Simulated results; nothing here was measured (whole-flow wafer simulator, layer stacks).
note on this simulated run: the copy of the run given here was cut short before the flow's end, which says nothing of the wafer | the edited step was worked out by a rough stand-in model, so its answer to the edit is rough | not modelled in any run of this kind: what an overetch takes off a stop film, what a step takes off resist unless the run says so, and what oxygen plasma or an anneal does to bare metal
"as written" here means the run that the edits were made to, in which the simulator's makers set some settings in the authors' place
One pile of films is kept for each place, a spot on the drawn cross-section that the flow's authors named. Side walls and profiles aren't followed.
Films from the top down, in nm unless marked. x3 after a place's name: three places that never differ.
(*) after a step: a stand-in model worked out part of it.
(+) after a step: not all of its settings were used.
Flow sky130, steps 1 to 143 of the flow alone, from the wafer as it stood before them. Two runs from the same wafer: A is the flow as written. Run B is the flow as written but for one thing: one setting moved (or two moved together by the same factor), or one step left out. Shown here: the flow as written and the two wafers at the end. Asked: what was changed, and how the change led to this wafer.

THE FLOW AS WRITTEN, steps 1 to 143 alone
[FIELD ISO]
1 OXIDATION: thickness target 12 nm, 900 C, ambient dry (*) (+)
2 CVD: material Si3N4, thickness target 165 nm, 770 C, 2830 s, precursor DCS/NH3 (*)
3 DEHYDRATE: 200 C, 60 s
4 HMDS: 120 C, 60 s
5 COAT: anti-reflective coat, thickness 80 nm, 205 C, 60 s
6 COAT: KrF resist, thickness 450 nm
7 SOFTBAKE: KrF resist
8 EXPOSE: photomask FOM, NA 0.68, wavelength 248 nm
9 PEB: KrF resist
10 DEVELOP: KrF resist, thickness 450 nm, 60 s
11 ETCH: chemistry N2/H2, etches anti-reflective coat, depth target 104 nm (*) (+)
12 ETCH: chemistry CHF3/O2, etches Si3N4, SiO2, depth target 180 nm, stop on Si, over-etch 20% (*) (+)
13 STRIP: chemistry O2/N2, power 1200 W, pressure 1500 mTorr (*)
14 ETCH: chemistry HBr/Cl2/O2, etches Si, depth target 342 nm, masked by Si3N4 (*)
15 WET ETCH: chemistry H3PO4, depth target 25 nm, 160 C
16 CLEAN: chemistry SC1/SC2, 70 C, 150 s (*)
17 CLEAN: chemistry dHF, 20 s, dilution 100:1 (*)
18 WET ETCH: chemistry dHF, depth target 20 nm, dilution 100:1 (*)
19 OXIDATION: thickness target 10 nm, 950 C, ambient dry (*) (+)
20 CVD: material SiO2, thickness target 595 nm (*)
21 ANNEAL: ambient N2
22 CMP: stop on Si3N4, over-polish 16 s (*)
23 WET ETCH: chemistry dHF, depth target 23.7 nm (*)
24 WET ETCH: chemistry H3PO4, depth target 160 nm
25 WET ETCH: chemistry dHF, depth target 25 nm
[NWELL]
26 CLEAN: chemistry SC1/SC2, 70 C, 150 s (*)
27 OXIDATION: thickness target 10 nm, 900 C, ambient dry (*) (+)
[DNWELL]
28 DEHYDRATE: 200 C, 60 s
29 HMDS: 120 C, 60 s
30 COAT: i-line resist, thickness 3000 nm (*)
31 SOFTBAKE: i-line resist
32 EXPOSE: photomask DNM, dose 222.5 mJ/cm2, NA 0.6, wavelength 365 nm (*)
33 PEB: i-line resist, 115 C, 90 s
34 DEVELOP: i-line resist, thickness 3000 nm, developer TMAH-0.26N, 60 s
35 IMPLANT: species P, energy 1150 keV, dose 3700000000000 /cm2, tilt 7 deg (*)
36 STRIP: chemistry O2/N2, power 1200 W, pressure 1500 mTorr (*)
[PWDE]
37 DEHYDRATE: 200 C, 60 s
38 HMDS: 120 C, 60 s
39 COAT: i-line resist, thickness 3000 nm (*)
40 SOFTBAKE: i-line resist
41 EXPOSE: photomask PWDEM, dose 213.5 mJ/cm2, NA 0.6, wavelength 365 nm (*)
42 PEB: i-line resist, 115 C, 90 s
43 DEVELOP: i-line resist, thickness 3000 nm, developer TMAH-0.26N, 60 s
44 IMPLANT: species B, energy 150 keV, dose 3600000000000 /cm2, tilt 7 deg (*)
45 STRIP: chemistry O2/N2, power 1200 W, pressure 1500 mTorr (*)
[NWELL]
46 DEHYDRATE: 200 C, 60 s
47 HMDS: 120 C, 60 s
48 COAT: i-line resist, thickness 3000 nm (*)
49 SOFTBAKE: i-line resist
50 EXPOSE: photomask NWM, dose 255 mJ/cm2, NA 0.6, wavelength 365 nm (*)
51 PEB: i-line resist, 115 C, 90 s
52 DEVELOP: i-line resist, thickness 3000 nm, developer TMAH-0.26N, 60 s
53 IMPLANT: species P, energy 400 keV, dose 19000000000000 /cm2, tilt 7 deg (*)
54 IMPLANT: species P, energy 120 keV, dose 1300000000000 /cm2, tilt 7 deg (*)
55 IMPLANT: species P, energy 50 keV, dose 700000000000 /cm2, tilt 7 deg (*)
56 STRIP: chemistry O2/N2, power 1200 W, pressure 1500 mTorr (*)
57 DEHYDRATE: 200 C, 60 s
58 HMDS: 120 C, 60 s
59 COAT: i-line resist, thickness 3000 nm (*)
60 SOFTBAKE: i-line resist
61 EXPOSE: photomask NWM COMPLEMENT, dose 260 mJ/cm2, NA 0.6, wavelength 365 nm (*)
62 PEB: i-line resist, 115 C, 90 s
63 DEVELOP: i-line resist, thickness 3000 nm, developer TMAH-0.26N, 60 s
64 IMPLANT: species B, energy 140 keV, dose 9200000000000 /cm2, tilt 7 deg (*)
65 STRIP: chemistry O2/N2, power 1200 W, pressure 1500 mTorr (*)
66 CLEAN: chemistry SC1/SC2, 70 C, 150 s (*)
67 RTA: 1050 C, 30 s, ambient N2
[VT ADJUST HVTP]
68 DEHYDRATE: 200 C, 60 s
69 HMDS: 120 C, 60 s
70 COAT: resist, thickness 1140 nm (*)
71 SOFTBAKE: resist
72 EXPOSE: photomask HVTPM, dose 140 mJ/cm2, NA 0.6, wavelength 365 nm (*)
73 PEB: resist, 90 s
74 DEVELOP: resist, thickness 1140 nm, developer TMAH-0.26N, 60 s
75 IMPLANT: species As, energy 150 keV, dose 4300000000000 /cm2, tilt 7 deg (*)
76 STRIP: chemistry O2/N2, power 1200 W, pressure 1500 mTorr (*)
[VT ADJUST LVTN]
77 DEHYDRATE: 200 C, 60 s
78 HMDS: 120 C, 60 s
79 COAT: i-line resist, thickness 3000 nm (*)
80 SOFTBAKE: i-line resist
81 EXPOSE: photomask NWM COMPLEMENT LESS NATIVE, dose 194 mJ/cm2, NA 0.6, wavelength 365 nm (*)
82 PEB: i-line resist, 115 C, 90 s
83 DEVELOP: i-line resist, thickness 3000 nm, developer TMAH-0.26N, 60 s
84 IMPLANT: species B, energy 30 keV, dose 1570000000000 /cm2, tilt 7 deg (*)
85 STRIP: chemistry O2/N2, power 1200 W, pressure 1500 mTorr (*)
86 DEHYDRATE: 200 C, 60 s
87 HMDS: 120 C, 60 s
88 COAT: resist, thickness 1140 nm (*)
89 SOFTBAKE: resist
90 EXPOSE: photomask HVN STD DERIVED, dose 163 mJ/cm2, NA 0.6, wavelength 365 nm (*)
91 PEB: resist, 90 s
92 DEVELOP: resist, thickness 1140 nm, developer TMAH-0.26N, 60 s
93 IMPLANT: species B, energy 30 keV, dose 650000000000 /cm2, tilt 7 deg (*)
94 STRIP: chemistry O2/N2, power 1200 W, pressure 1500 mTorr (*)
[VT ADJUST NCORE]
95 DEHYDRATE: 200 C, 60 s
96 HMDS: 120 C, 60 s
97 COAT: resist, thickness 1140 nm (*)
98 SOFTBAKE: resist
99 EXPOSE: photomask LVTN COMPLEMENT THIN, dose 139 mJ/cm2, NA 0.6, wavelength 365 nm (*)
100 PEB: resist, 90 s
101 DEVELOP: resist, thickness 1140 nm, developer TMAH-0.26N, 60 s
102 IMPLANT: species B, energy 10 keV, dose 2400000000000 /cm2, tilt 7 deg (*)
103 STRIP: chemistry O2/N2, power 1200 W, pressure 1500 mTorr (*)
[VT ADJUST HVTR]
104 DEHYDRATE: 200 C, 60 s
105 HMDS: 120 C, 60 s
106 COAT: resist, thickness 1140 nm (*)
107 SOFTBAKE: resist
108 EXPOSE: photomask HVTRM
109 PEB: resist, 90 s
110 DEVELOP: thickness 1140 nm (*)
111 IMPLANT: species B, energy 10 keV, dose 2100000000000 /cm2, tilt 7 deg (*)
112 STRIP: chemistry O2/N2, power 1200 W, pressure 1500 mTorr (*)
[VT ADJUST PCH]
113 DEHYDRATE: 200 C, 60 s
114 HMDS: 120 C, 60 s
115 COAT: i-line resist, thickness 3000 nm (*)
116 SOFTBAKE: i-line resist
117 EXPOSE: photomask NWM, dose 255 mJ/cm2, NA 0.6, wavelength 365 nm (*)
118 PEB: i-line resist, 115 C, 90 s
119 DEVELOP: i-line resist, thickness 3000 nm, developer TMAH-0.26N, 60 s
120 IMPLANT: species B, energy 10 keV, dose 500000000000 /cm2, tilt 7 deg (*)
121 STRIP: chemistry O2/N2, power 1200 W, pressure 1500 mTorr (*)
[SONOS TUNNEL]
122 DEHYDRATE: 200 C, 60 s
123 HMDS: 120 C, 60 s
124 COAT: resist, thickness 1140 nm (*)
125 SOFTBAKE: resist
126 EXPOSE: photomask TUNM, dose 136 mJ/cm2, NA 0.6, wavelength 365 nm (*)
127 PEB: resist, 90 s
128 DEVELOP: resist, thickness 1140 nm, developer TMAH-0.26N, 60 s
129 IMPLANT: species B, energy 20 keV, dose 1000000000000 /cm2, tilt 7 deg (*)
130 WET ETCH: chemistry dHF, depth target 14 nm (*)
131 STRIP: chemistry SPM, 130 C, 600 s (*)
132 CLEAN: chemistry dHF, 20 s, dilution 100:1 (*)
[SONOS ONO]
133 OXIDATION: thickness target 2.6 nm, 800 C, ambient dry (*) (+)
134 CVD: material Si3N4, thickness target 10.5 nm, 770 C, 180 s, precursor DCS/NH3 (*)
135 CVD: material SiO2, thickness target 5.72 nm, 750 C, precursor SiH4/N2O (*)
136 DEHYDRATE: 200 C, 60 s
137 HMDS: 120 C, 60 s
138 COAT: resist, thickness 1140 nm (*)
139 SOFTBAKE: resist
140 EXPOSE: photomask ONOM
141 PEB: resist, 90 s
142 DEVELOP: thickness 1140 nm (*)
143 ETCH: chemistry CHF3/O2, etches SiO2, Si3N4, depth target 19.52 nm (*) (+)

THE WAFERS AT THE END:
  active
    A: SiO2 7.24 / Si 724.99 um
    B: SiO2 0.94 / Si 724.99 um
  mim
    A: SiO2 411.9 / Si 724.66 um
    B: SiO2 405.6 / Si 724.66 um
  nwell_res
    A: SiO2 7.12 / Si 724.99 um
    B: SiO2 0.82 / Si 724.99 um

The cause: step 134, CVD: 72 s was run, where the flow has 180 s.

How the change led to this, step by step:
  134 CVD: material Si3N4, thickness target 10.5 nm, 770 C, 180 s, precursor DCS/NH3 (*)
      field, active, n_well and 187 more: A Si3N4 +10.5 (new film) | B Si3N4 +4.2 (new film)
  143 ETCH: chemistry CHF3/O2, etches SiO2, Si3N4, depth target 19.52 nm (*) (+)
      field, active, p_well x5 and 179 more: A SiO2 -5.72 (all of it), Si3N4 -10.5 (all of it), SiO2 -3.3 | B SiO2 -5.72 (all of it), Si3N4 -4.2 (all of it), SiO2 -9.6
      n_well, sonos_sd: A SiO2 -5.72 (all of it), Si3N4 -10.5 (all of it), SiO2 -2.6 (all of it), Si -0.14 | B SiO2 -5.72 (all of it), Si3N4 -4.2 (all of it), SiO2 -2.6 (all of it), Si -1.4
